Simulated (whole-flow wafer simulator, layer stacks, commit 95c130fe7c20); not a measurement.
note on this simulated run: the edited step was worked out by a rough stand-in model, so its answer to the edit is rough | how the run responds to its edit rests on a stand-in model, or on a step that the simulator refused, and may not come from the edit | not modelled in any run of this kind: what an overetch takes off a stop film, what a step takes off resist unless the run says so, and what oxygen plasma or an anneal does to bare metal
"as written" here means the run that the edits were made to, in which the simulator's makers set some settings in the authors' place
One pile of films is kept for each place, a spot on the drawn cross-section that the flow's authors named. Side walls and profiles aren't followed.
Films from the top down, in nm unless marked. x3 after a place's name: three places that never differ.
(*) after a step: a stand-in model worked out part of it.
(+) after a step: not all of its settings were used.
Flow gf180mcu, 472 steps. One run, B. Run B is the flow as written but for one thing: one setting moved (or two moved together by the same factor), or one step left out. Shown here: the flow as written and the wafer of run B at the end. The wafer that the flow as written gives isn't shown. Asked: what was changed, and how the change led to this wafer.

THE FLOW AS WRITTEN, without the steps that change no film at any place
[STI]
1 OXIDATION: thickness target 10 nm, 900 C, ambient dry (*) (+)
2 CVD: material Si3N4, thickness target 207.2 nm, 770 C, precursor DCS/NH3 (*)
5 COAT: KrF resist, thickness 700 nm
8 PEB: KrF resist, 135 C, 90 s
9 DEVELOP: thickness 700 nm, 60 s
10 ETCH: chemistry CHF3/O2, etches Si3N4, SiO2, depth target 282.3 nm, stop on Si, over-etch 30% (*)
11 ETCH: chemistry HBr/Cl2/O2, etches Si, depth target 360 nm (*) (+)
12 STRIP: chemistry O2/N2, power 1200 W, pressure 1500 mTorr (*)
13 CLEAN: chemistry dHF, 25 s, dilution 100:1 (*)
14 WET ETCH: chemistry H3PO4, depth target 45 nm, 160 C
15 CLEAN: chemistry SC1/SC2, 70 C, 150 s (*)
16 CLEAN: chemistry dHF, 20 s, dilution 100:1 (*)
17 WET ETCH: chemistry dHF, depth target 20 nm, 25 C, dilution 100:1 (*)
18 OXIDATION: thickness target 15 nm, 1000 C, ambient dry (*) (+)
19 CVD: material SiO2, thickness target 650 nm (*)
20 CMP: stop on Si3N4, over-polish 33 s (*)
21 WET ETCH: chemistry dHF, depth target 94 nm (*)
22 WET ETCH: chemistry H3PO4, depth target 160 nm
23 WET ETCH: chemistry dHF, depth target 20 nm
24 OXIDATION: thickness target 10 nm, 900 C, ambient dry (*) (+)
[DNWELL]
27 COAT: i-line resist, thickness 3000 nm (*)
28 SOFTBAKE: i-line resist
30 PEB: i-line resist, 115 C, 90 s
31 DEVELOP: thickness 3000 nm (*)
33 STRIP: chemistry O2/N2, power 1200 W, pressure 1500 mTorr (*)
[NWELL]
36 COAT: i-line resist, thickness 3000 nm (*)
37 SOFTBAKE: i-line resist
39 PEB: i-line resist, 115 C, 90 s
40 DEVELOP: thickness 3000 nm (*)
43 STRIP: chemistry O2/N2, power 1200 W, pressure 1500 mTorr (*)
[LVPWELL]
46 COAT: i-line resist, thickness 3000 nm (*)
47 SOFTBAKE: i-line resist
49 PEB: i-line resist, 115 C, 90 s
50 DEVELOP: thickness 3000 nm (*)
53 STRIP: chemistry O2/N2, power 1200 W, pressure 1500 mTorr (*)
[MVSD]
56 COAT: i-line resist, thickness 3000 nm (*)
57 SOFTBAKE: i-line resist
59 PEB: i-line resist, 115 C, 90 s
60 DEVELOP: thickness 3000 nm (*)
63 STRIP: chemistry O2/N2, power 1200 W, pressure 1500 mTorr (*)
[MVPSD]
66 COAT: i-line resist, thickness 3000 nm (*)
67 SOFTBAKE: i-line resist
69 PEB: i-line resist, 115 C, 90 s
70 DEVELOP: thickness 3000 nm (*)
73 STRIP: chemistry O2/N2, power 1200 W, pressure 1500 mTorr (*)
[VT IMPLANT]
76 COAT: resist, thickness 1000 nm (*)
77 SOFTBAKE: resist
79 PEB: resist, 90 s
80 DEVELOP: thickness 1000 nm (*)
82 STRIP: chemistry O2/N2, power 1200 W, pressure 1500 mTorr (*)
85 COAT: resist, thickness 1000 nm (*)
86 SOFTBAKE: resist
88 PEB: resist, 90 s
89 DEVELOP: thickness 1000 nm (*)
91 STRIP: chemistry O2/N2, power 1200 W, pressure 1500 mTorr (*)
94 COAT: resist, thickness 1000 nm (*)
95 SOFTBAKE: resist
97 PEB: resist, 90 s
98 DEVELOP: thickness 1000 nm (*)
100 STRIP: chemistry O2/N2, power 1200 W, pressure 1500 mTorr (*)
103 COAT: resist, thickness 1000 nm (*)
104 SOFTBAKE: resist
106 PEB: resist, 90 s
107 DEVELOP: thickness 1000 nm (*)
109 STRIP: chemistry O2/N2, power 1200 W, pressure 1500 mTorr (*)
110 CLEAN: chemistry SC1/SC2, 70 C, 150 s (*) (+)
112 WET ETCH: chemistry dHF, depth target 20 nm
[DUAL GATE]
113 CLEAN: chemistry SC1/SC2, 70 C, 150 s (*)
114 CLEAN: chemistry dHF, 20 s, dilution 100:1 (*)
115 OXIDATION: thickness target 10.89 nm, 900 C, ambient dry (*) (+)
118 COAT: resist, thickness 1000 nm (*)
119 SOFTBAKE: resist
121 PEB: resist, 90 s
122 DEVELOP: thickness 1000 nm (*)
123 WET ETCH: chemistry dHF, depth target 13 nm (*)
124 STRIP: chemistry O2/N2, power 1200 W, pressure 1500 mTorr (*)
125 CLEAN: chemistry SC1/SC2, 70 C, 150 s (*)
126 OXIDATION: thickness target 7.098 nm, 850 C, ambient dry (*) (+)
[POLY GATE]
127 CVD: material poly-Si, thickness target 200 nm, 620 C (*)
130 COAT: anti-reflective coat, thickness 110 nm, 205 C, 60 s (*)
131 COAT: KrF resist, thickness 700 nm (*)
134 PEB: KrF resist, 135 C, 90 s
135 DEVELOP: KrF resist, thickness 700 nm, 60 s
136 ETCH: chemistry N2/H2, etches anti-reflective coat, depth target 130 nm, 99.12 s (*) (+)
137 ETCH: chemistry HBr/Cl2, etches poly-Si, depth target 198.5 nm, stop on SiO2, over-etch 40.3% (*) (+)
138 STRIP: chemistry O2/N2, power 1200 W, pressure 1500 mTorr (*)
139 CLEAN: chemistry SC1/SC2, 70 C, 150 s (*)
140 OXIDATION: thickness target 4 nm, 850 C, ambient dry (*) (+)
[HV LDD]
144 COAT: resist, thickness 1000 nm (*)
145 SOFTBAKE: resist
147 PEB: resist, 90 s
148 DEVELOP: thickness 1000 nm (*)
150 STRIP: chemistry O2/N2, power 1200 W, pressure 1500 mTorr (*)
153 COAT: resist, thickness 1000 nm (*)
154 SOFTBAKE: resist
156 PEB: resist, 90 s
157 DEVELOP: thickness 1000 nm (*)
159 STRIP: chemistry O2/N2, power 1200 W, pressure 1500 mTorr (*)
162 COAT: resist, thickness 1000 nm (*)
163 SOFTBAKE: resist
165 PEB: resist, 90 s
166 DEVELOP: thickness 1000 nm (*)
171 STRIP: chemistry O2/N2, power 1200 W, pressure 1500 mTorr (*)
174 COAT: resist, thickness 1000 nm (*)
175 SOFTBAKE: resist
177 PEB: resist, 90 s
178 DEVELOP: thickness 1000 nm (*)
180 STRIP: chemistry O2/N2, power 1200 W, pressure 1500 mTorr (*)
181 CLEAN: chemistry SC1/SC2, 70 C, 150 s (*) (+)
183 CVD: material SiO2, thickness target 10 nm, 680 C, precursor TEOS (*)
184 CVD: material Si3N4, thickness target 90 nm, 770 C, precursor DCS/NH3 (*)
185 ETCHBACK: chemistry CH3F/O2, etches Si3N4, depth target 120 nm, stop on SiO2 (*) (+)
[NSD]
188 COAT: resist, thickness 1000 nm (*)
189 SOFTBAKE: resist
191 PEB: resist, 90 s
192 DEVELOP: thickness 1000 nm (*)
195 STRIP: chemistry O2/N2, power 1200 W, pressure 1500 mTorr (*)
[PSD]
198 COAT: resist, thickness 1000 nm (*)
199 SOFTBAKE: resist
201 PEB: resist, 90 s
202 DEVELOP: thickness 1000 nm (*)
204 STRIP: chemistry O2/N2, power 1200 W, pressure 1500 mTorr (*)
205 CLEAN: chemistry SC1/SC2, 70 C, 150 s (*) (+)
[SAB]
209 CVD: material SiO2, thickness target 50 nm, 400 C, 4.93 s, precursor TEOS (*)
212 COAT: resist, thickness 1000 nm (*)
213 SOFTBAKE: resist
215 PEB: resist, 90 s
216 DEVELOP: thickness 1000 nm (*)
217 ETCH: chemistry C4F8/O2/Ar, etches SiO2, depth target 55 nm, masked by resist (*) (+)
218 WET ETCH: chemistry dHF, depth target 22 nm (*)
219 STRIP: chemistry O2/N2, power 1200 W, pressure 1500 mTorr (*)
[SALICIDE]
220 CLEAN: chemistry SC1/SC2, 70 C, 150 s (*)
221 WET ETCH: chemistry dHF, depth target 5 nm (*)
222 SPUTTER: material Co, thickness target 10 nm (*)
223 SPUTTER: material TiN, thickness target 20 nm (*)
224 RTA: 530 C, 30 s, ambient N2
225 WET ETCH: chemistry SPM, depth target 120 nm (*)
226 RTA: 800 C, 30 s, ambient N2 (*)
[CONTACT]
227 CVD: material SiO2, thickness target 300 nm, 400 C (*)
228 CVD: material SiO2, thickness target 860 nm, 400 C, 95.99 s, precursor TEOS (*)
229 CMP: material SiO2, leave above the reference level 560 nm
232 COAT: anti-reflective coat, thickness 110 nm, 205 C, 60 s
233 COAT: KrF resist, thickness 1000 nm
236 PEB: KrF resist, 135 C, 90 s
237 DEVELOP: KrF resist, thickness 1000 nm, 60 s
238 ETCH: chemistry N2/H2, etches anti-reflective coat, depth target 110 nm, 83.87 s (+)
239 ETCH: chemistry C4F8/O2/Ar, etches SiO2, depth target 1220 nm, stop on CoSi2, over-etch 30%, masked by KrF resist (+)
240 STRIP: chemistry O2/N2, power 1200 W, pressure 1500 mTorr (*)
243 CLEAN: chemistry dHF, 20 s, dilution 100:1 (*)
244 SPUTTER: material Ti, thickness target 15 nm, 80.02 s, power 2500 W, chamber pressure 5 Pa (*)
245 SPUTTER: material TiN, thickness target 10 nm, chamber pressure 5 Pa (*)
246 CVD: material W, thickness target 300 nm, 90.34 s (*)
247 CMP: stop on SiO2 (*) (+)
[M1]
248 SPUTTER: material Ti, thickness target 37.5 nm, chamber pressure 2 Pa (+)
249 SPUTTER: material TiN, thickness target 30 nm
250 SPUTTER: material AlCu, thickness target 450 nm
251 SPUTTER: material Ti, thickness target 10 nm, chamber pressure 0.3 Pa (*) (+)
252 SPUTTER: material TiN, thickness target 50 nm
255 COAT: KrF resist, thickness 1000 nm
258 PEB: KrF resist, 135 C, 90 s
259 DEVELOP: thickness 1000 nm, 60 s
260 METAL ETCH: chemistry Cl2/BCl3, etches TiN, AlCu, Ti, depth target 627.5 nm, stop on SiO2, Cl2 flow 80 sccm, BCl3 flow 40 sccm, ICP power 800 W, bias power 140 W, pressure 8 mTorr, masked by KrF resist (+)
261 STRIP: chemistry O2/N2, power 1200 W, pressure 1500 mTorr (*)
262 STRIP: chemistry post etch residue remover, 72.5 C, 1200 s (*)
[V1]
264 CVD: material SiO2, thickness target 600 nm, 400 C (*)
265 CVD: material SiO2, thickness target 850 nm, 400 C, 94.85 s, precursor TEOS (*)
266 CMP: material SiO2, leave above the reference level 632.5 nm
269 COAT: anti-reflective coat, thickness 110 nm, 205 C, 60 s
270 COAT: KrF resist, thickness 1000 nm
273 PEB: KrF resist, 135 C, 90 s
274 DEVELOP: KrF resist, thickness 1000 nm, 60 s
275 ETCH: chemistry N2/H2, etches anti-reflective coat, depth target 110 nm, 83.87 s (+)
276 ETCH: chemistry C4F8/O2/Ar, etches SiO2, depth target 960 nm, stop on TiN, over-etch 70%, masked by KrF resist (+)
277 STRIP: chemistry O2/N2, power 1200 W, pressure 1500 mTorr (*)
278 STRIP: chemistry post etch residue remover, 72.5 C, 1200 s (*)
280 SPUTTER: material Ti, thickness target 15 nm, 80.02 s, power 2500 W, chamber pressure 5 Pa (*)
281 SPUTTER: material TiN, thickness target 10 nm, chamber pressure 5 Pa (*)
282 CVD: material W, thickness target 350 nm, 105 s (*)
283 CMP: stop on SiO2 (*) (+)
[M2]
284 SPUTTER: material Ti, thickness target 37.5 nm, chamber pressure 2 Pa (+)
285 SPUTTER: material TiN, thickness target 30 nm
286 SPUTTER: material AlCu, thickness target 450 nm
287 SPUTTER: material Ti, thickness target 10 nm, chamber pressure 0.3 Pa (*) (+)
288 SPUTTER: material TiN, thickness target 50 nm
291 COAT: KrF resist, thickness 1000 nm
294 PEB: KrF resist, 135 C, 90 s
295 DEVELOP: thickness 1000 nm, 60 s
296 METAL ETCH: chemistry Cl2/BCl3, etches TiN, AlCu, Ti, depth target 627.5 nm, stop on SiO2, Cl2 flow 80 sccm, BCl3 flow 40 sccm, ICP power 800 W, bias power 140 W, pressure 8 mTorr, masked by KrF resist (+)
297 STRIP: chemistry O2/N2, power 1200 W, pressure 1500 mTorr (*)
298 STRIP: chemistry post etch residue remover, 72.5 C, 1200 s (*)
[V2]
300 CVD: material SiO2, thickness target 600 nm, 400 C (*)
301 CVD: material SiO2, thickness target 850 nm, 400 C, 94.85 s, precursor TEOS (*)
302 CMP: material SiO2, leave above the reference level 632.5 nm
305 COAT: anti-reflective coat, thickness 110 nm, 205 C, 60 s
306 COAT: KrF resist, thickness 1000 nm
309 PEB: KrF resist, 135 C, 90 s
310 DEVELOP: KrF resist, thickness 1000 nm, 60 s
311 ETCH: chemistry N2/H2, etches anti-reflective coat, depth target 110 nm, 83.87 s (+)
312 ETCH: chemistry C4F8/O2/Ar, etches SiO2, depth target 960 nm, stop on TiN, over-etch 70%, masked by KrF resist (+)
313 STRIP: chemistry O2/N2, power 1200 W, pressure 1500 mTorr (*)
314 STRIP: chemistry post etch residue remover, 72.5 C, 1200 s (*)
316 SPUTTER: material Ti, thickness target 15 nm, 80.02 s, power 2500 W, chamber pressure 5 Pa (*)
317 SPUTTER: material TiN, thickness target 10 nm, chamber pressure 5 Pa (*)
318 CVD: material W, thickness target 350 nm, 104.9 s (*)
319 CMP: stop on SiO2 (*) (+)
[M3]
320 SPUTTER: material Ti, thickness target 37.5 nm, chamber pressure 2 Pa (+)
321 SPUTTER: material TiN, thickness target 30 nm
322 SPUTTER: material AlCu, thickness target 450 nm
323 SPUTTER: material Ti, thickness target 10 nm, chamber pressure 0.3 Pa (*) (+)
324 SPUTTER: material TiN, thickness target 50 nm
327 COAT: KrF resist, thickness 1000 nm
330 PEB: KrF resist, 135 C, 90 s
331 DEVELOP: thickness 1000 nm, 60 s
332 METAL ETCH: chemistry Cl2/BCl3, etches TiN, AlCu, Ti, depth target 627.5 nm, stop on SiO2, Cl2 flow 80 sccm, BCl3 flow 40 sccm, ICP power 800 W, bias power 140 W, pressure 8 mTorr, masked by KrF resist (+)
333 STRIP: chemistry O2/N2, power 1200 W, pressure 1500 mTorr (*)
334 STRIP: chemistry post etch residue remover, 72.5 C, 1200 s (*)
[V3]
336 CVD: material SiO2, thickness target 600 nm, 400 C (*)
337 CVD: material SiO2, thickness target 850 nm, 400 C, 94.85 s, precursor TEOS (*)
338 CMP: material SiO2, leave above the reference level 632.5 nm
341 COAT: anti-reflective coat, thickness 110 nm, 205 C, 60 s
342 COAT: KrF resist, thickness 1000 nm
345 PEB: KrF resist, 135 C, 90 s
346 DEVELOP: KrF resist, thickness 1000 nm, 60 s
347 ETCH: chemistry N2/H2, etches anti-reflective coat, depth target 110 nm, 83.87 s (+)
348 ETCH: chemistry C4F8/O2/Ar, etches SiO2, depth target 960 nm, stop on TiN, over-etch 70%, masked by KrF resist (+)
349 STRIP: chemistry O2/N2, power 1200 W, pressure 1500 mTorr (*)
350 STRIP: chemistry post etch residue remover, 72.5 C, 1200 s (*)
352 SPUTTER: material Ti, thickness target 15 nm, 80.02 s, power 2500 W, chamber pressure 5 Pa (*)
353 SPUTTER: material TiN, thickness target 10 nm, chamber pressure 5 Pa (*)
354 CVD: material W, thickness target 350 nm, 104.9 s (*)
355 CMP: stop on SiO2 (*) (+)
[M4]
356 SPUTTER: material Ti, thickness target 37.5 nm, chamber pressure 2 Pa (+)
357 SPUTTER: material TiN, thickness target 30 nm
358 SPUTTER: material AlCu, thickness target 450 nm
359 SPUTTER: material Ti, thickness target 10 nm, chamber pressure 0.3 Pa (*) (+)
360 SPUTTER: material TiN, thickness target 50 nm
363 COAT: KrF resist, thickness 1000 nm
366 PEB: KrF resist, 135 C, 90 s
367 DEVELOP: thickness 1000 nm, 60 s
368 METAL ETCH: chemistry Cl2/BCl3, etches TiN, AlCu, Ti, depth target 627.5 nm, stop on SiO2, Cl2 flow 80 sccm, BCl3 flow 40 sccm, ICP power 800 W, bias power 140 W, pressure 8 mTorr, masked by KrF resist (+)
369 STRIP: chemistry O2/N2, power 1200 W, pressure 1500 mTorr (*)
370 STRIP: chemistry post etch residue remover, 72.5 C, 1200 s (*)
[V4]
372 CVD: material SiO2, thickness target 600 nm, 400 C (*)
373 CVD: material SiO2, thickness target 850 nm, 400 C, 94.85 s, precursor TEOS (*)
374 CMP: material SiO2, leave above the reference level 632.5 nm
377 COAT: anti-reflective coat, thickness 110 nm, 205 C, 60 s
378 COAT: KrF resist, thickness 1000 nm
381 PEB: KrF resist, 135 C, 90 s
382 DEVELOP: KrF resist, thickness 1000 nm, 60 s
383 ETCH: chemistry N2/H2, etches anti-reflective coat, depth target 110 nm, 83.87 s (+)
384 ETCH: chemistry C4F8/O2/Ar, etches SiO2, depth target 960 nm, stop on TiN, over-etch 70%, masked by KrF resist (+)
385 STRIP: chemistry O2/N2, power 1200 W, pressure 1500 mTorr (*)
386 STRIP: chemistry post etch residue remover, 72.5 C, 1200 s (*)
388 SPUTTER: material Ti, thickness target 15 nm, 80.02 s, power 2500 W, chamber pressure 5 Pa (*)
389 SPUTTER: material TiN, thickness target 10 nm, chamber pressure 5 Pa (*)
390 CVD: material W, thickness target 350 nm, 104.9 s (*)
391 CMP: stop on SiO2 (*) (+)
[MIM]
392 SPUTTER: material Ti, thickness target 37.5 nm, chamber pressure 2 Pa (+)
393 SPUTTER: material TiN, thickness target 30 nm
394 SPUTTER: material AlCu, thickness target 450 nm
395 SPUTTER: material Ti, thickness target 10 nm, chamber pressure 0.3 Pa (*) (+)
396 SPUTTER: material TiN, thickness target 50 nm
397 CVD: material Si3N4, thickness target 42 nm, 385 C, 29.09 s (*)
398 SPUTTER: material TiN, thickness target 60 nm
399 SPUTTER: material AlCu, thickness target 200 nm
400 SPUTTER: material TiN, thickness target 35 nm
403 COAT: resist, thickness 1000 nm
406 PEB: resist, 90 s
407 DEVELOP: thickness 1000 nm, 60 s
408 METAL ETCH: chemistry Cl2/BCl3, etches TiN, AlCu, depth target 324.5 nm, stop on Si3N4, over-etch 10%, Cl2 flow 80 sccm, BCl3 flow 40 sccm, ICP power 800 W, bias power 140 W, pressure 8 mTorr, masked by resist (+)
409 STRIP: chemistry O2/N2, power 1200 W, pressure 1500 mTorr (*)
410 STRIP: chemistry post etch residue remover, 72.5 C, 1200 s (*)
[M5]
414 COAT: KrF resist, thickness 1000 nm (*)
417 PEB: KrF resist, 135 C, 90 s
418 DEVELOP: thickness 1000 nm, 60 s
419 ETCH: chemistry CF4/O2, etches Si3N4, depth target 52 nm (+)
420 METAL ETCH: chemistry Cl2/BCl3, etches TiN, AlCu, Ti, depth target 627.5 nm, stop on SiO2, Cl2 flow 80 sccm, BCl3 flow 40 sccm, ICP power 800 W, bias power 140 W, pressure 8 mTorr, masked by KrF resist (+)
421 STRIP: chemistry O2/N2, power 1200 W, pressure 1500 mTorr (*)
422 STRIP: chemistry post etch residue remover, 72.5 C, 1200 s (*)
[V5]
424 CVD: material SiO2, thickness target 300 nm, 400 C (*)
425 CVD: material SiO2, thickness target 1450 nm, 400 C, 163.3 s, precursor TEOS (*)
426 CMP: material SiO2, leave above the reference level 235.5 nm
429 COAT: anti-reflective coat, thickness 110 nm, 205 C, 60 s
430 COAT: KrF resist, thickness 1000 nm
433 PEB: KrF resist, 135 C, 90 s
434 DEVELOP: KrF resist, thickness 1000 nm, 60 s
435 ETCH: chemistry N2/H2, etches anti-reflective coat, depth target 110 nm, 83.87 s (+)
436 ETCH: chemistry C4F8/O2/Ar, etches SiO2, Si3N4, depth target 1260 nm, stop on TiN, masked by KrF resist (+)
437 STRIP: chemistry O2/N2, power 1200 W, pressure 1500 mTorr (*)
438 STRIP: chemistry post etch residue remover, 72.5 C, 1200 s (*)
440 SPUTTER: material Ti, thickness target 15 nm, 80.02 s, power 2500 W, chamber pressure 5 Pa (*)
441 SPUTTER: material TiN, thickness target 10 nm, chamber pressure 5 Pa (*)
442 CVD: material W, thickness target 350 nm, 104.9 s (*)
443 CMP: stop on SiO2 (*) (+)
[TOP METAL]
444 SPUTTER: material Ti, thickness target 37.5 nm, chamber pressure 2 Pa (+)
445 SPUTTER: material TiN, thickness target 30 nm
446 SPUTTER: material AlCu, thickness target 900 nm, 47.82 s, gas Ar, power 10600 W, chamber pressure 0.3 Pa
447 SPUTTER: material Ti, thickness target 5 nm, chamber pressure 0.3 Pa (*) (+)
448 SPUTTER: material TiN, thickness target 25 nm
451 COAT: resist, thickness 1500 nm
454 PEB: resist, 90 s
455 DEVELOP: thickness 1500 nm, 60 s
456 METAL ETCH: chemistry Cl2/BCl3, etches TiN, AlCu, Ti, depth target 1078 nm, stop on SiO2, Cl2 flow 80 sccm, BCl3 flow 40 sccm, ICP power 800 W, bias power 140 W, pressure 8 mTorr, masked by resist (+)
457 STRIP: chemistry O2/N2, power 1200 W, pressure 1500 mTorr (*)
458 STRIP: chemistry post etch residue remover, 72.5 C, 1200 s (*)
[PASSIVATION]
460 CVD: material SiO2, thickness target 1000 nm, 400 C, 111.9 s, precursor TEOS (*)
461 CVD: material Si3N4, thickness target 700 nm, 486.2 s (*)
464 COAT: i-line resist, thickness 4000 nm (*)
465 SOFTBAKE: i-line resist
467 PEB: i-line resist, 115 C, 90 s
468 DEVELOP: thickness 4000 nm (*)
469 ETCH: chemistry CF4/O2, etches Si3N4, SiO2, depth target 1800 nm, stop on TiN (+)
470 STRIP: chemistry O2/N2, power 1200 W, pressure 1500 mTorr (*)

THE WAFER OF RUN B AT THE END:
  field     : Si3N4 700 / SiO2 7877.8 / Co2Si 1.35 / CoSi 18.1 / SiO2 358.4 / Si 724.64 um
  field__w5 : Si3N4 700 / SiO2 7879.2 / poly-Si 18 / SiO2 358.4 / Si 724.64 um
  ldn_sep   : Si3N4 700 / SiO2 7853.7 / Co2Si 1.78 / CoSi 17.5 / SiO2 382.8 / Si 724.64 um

The cause: step 127, CVD: thickness target 300 nm was run, where the flow has thickness target 200 nm.

How the change led to this, step by step:
  127 CVD: material poly-Si, thickness target 200 nm, 620 C (*)
      field, field__w1, field__w2 and 89 more: poly-Si +300 (new film) (as written it would be: poly-Si +200 (new film))
  137 ETCH: chemistry HBr/Cl2, etches poly-Si, depth target 198.5 nm, stop on SiO2, over-etch 40.3% (*) (+)
      field, field__w3, field__w12 and 10 more: poly-Si -278.5 (as written it would be: poly-Si -198.6 (all of it), SiO2 -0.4)
      active, n_well, sd_p and 9 more: poly-Si -278.5 (as written it would be: poly-Si -198.7 (all of it), SiO2 -0.4)
      (and at 39 more places)
  138 STRIP: chemistry O2/N2, power 1200 W, pressure 1500 mTorr (*)
      field, field__w1, field__w2 and 61 more: chemical SiO2 +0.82 (new film), poly-Si -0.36 (as written it would be: nothing)
  139 CLEAN: chemistry SC1/SC2, 70 C, 150 s (*)
      field, field__w1, field__w2 and 34 more: chemical SiO2 -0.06, poly-Si -0.27 (as written it would be: SiO2 -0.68)
  140 OXIDATION: thickness target 4 nm, 850 C, ambient dry (*) (+)
      field, field__w1, field__w2 and 21 more: SiO2 +4 (new film), chemical SiO2 -0.76 (all of it), poly-Si -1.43 (as written it would be: SiO2 +0.15, Si -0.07)
      active_hv, active_nat, ld_sd_n and 11 more: SiO2 +4 (new film), chemical SiO2 -0.76 (all of it), poly-Si -1.43 (as written it would be: SiO2 +0.96, Si -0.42)
      (and at 26 more places)
  144 COAT: resist, thickness 1000 nm (*)
      field_sub__w4: resist +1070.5 (new film) (as written it would be: resist +1047.6 (new film))
      gate: resist +773 (new film) (as written it would be: resist +837.4 (new film))
      (and at 31 more places)
  145 SOFTBAKE: resist
      nw_enc_fld_lv__w3: resist -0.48 (as written it would be: resist +0.39)
      ldn_sep__w1, ldp_sep: resist +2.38 (as written it would be: resist +1.58)
      (and at 51 more places)
  147 PEB: resist, 90 s
      gate_p_hv, gate_hv5: resist -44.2 (as written it would be: resist -47.8)
      npoly_u, gate_p_hv5: resist -43.6 (as written it would be: resist -47.4)
      (and at 30 more places)
  148 DEVELOP: thickness 1000 nm (*)
      gate: resist -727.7 (all of it) (as written it would be: resist -789.1 (all of it))
      npoly_u: resist -731.8 (all of it) (as written it would be: resist -790.2 (all of it))
      (and at 3 more places)
  150 STRIP: chemistry O2/N2, power 1200 W, pressure 1500 mTorr (*)
      field_sub__w4: resist -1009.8 (all of it) (as written it would be: resist -988.2 (all of it))
      gate_hv: resist -739.4 (all of it) (as written it would be: resist -795.2 (all of it))
      (and at 26 more places)
  153 COAT: resist, thickness 1000 nm (*)
      field_sub__w4: resist +1070.5 (new film) (as written it would be: resist +1047.6 (new film))
      gate: resist +773 (new film) (as written it would be: resist +837.4 (new film))
      (and at 31 more places)
  154 SOFTBAKE: resist
      nw_enc_fld_lv__w3: resist -0.48 (as written it would be: resist +0.39)
      ldn_sep__w1, ldp_sep: resist +2.38 (as written it would be: resist +1.58)
      (and at 51 more places)
  156 PEB: resist, 90 s
      gate_p_hv, gate_hv5: resist -44.2 (as written it would be: resist -47.8)
      npoly_u, gate_p_hv5: resist -43.6 (as written it would be: resist -47.4)
      (and at 30 more places)
  157 DEVELOP: thickness 1000 nm (*)
      gate_p: resist -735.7 (all of it) (as written it would be: resist -795.2 (all of it))
      ppoly_u: resist -735.6 (all of it) (as written it would be: resist -793.1 (all of it))
      (and at 3 more places)
  159 STRIP: chemistry O2/N2, power 1200 W, pressure 1500 mTorr (*)
      field_sub__w4: resist -1009.8 (all of it) (as written it would be: resist -988.2 (all of it))
      gate: resist -727.7 (all of it) (as written it would be: resist -789.1 (all of it))
      (and at 26 more places)
  162 COAT: resist, thickness 1000 nm (*)
      field_sub__w4: resist +1070.5 (new film) (as written it would be: resist +1047.6 (new film))
      gate: resist +773 (new film) (as written it would be: resist +837.4 (new film))
      (and at 31 more places)
  ... 38 more steps ...
  246 CVD: material W, thickness target 300 nm, 90.34 s (*)
      polyc_n, polyc_p: W +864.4 (new film) (as written it would be: W +936 (new film))
Counting metal films that touch as one body, field has 1 body; the flow as written gives 0 bodies.
Counting metal films that touch as one body, ldn_sep has 1 body; the flow as written gives 0 bodies.
